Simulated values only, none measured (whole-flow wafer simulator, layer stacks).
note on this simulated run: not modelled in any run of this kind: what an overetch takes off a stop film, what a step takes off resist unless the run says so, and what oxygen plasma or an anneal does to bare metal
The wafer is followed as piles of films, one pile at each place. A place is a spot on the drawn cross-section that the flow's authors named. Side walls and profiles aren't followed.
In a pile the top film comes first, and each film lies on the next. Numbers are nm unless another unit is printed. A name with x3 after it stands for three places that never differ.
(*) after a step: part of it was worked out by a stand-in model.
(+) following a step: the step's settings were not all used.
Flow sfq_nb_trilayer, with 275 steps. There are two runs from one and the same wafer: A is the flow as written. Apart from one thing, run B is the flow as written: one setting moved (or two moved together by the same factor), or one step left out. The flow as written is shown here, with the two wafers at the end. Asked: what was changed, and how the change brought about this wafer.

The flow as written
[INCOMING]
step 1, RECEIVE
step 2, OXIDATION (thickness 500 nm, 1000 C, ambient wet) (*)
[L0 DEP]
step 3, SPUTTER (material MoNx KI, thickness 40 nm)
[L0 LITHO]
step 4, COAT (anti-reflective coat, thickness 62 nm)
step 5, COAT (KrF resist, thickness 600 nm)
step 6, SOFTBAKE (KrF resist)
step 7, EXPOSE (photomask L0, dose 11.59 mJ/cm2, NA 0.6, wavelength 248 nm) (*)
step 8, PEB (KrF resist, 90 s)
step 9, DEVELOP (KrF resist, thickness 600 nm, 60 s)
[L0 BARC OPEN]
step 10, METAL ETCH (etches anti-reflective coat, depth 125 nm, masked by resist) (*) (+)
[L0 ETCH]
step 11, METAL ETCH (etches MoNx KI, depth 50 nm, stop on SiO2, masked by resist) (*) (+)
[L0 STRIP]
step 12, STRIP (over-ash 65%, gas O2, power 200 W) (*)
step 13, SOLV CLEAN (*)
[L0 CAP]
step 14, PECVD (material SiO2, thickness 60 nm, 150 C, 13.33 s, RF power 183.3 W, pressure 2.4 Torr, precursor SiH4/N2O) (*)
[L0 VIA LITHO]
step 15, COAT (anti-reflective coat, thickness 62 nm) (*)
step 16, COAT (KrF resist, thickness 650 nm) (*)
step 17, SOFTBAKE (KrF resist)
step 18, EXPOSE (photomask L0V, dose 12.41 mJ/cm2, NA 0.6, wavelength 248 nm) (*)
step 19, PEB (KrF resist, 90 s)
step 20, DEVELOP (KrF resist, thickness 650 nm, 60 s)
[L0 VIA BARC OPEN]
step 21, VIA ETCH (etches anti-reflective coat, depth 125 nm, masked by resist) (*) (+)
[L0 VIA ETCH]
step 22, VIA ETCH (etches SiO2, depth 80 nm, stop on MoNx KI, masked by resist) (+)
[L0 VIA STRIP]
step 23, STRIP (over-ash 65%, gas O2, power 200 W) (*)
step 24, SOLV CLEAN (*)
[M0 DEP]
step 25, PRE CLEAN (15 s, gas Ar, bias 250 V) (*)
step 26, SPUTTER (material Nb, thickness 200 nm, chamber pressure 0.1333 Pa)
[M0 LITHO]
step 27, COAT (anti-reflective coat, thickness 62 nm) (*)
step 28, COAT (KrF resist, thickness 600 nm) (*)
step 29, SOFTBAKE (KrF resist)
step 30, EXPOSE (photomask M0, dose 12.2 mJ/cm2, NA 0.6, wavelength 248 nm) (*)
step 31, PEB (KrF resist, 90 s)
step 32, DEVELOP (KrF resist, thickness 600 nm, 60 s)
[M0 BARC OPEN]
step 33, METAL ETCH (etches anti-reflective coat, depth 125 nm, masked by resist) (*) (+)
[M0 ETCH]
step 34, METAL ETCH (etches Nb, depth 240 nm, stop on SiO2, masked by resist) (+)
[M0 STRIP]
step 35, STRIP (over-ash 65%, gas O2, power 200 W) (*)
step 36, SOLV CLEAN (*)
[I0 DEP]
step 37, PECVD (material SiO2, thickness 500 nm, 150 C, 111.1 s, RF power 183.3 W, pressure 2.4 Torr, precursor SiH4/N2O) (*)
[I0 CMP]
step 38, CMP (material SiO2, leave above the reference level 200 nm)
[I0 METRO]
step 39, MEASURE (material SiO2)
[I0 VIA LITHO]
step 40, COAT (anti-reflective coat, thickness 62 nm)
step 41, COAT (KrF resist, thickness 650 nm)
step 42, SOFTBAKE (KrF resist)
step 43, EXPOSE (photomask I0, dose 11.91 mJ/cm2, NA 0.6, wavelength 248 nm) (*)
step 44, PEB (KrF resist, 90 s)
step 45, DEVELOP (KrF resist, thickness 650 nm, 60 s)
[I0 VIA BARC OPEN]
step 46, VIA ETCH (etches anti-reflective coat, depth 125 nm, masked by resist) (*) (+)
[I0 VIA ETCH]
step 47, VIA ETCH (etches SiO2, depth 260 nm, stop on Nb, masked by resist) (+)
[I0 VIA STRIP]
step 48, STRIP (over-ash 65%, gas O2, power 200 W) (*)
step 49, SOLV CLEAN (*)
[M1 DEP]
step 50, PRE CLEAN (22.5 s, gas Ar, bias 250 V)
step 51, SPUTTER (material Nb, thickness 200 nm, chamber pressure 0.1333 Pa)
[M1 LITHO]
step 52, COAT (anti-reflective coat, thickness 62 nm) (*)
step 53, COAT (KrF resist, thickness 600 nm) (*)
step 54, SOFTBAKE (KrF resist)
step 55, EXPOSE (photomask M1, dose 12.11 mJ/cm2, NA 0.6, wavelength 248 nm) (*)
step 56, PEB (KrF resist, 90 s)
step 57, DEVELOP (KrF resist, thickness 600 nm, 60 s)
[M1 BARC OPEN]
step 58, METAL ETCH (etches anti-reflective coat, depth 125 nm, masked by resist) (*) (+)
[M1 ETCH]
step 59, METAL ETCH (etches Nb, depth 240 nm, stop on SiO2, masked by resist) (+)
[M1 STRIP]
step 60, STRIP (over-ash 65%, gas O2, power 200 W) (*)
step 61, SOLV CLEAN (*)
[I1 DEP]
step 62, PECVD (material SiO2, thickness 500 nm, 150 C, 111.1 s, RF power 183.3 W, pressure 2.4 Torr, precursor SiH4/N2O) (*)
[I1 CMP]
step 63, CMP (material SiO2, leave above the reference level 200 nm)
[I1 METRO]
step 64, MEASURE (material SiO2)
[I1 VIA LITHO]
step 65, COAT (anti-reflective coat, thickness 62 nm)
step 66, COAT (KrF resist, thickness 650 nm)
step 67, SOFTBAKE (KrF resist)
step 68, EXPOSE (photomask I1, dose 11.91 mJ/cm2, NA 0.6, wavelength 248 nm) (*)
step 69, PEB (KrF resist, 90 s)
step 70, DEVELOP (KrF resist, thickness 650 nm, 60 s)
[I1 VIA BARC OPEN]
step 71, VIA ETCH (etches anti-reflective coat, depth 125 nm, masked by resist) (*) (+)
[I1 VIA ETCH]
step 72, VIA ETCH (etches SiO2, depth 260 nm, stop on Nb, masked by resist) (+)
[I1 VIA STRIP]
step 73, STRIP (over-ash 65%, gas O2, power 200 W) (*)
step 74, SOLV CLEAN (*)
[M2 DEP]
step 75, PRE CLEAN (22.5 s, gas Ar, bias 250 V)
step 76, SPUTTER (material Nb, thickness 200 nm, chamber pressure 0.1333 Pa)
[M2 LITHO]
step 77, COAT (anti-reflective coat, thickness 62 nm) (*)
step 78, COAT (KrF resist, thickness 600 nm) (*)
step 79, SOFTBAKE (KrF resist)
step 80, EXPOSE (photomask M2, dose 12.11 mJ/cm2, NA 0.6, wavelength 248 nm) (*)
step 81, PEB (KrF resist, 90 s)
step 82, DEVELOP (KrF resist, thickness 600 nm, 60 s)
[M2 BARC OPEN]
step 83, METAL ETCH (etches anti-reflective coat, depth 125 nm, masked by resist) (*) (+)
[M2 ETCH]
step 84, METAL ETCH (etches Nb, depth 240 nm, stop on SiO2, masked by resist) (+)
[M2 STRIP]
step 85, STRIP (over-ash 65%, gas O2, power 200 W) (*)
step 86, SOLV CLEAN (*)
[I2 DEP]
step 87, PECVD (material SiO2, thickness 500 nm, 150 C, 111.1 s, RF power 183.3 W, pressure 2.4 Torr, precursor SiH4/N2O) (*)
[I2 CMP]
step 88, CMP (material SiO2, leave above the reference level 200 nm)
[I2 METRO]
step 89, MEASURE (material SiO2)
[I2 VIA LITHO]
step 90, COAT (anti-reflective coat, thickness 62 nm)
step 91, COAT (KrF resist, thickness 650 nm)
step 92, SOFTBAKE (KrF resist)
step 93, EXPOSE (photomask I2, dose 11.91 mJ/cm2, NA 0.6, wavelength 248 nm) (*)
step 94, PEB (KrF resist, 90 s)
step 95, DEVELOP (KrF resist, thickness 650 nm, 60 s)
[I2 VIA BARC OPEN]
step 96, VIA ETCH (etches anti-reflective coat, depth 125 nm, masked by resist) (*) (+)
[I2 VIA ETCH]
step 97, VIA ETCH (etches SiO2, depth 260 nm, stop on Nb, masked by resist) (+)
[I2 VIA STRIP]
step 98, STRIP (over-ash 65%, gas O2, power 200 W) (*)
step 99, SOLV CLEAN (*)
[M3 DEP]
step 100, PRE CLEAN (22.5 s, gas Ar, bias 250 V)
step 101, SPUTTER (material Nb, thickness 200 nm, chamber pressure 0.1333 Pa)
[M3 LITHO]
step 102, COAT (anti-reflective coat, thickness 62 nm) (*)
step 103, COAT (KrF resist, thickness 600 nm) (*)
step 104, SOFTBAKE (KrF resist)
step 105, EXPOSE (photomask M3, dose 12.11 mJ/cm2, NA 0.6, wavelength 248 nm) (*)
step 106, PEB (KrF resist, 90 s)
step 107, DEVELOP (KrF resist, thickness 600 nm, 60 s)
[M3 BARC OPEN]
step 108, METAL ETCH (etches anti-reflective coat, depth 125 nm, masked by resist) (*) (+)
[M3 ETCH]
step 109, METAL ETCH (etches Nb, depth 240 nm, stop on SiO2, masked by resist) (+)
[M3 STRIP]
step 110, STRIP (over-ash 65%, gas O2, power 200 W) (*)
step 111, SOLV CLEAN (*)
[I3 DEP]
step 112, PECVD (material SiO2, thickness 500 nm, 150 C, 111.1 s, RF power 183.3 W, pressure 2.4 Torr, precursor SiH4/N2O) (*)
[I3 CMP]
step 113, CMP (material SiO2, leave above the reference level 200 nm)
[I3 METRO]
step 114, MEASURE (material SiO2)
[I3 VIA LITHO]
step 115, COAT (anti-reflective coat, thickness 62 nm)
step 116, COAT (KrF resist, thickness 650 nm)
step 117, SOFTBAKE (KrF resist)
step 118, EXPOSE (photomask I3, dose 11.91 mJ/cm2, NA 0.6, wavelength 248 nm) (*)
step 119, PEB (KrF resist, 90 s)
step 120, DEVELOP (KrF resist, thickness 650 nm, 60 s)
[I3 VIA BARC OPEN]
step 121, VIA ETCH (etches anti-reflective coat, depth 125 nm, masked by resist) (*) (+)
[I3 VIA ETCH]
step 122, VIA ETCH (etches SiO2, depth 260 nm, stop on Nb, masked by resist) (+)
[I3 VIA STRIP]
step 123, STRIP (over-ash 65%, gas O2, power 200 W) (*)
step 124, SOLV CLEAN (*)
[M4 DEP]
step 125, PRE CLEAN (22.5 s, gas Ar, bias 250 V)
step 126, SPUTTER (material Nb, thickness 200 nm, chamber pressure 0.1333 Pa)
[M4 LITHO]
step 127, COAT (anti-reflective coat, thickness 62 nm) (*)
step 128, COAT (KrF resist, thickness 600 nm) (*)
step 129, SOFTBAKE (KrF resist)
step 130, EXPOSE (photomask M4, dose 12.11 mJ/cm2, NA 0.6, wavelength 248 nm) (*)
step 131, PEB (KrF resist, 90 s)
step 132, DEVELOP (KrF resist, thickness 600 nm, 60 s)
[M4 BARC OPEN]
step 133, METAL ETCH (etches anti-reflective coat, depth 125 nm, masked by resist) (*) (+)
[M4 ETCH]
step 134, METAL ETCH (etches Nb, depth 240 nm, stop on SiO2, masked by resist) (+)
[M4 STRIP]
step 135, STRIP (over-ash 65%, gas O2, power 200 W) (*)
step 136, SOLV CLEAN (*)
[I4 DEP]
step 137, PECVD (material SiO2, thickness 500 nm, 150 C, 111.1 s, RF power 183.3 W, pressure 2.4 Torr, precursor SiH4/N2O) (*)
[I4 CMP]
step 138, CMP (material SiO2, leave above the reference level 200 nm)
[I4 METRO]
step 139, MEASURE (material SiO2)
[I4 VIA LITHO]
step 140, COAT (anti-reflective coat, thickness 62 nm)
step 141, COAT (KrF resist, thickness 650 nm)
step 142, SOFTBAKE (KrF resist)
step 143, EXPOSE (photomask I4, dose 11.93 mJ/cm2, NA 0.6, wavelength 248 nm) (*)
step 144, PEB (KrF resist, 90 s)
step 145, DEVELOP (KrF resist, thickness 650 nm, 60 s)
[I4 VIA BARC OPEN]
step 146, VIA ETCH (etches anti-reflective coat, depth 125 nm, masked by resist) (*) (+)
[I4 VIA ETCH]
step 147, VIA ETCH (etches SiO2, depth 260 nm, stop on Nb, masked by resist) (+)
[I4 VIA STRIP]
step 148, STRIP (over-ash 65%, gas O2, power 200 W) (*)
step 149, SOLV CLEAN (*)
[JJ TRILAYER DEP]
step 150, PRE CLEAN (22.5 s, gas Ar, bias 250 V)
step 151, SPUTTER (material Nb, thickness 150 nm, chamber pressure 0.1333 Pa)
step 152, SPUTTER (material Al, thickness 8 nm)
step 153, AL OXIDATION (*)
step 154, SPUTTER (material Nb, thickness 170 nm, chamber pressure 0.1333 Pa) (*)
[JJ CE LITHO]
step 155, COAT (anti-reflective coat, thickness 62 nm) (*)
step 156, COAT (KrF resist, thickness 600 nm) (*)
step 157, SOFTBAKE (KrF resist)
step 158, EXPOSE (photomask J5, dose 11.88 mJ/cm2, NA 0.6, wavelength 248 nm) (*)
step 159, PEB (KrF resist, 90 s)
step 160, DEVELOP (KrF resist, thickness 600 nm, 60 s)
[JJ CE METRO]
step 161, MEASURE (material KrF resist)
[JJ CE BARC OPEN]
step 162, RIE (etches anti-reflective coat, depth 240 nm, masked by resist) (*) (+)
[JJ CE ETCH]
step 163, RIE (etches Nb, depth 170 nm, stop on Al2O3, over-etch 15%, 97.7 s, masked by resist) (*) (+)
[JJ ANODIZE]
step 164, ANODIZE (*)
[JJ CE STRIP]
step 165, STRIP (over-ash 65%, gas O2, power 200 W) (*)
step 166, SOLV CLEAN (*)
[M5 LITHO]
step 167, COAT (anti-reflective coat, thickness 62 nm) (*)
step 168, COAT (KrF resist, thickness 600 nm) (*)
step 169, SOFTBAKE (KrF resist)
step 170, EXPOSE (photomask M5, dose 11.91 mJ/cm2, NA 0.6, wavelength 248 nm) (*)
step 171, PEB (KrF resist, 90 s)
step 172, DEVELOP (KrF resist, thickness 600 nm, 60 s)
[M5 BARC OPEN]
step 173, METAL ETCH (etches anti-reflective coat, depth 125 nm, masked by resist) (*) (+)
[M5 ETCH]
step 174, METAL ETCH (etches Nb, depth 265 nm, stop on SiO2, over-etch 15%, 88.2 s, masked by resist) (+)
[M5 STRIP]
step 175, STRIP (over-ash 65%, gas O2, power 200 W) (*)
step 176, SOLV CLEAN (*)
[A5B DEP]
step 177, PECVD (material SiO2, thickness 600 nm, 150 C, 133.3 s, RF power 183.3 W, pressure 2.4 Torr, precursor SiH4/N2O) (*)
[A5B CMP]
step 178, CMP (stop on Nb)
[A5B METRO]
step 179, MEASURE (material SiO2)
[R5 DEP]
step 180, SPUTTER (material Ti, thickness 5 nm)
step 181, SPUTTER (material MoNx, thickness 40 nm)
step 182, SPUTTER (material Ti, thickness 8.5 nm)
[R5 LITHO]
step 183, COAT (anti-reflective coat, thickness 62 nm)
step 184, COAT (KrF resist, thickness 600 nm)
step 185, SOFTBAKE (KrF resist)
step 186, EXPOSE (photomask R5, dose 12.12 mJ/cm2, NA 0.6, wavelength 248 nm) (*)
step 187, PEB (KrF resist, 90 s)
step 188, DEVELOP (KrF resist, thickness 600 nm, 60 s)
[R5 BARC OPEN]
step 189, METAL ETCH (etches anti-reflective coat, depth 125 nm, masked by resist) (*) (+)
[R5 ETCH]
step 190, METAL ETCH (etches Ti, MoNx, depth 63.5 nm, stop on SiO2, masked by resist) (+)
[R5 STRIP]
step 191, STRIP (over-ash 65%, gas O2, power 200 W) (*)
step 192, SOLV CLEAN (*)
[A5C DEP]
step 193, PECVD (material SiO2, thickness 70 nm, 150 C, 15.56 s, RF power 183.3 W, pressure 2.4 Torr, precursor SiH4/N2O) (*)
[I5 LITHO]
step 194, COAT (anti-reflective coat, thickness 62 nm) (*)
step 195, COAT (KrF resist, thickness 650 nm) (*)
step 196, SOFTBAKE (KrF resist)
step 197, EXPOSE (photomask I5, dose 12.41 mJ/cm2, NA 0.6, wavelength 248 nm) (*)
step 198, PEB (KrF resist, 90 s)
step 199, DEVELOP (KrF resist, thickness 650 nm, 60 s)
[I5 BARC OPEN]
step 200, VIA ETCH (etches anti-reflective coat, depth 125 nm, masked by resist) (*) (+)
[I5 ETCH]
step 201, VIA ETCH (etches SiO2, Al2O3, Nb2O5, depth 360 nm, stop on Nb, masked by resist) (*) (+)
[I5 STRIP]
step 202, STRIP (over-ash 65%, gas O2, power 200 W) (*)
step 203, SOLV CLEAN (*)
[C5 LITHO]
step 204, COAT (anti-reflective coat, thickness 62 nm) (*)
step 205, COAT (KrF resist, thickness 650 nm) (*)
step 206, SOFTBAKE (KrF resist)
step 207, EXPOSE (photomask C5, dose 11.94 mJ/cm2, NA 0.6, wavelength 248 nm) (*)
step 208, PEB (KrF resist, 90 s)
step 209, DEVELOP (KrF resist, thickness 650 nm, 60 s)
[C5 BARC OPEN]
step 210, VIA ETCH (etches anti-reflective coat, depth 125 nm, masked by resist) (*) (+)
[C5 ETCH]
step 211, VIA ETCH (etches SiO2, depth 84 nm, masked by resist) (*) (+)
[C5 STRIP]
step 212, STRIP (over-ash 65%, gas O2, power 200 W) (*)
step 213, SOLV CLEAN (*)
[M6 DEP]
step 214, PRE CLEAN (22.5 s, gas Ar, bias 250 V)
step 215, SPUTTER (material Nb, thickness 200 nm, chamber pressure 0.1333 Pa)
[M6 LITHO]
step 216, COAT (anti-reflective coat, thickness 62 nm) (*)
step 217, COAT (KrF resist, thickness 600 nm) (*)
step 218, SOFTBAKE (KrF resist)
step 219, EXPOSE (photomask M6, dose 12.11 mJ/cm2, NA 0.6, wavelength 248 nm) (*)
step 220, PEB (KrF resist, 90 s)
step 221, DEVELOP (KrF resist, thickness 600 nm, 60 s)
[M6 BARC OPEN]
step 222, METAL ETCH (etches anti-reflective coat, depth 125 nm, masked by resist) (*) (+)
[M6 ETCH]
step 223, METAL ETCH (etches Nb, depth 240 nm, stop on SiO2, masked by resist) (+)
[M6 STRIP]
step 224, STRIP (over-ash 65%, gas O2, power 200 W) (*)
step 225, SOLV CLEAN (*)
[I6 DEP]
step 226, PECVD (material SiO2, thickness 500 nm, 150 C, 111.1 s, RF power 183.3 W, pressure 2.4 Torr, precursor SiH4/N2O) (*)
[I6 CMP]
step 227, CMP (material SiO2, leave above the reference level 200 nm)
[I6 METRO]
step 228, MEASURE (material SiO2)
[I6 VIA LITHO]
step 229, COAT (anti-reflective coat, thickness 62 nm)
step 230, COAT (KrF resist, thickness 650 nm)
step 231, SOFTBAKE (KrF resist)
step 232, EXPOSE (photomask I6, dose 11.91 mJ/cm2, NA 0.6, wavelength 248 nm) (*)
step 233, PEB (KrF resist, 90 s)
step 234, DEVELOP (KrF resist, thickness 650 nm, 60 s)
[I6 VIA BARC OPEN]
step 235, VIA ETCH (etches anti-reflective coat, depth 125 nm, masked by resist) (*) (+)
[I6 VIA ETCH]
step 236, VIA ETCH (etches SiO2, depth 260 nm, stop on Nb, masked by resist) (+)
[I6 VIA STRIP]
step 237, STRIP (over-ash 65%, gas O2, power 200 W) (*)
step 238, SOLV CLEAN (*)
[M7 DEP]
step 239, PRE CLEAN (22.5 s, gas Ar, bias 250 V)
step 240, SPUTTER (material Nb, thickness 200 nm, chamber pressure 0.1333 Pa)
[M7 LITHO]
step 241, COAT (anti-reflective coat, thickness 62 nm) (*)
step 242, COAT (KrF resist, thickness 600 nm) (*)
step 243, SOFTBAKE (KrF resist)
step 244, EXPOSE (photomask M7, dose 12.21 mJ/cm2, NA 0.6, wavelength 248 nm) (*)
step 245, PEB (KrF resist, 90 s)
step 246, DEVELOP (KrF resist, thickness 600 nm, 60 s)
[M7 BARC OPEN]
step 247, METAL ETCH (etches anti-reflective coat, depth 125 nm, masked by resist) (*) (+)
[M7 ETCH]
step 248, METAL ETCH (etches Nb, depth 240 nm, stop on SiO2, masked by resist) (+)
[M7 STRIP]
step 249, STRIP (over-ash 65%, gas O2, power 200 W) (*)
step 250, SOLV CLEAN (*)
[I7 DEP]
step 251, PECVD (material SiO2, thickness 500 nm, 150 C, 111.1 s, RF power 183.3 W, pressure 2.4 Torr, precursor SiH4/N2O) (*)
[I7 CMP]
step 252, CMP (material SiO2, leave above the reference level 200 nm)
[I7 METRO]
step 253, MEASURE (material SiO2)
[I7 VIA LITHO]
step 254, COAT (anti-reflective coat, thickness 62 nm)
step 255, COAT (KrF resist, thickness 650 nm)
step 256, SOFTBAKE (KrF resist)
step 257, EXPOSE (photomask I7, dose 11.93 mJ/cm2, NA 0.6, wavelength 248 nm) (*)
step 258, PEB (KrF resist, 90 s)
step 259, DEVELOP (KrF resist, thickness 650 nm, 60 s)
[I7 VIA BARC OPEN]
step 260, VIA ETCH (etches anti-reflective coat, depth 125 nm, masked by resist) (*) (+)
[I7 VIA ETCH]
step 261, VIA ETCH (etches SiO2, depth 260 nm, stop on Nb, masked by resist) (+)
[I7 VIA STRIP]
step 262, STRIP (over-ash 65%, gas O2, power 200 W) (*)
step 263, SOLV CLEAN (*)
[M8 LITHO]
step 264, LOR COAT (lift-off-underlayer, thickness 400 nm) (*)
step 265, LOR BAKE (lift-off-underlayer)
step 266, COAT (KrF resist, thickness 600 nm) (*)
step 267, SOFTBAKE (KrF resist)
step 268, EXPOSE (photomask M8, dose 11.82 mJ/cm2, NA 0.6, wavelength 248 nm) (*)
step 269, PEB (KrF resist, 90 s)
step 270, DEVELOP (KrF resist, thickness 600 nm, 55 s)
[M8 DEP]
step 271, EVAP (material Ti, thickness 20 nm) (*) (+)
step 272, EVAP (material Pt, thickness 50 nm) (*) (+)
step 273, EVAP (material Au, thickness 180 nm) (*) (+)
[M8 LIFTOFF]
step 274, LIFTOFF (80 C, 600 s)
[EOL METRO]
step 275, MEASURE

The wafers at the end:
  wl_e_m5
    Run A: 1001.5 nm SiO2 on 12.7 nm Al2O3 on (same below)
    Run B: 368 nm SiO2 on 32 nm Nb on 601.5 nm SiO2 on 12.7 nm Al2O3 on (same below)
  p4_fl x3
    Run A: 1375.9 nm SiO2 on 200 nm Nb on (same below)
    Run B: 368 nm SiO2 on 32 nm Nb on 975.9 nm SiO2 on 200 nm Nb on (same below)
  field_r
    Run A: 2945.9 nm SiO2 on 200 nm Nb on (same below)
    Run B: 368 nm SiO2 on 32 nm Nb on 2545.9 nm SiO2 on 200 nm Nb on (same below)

Cause: step 248, METAL ETCH: depth 168 nm was run, while the flow as written has depth 240 nm.

Step by step, how the change led to this:
  step 248, METAL ETCH (etches Nb, depth 240 nm, stop on SiO2, masked by resist) (+)
      field_l, field_r, lsp_l and 62 more: A -200 Nb (all of it) | B -168 Nb
      v_sur, via_wl, via_w and 38 more: A -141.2 KrF resist | B -98.8 KrF resist
  step 249, STRIP (over-ash 65%, gas O2, power 200 W) (*)
      wl_j_sl, wl_jj, wl_j_sr and 14 more: A -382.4 KrF resist (all of it), -62 anti-reflective coat (all of it) | B -424.7 KrF resist (all of it), -62 anti-reflective coat (all of it)
      ln_m5, lsp_m, ln_m6, lsp_r: A -381.9 KrF resist (all of it), -61.8 anti-reflective coat (all of it) | B -424.3 KrF resist (all of it), -61.8 anti-reflective coat (all of it)
      (also at 20 further places)
  step 251, PECVD (material SiO2, thickness 500 nm, 150 C, 111.1 s, RF power 183.3 W, pressure 2.4 Torr, precursor SiH4/N2O) (*)
      field_l, p4_fl x3, p4_w1 x9 and 46 more: A +500 SiO2 | B +500 SiO2 (new film)
      field_r, lsp_l: A +477.7 SiO2 | B +481.2 SiO2 (new film)
      (also at 4 further places)
  step 252, CMP (material SiO2, leave above the reference level 200 nm)
      field_l, p4_fl x3, p4_w1 x9 and 46 more: A -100 SiO2 | B -132 SiO2
      field_r, lsp_l: A -77.7 SiO2 | B -113.2 SiO2
      (also at 2 further places)
Taking metal films that touch as one body, wl_e_m5 has 7 bodies (between them, from the top down: SiO2 601.5 / Al2O3 12.7 / Nb2O5 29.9; SiO2 192.5; SiO2 192.5; SiO2 192.5; SiO2 192.5; SiO2 192.5); the flow as written gives 6 bodies (between them, from the top down: SiO2 192.5; SiO2 192.5; SiO2 192.5; SiO2 192.5; SiO2 192.5).
Taking metal films that touch as one body, p4_fl x3 has 3 bodies (between them, from the top down: SiO2 975.9; SiO2 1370); the flow as written gives 2 bodies (between them, from the top down: SiO2 1370).
Taking metal films that touch as one body, field_r has 2 bodies (between them, from the top down: SiO2 2545.9); the flow as written gives 1 body.
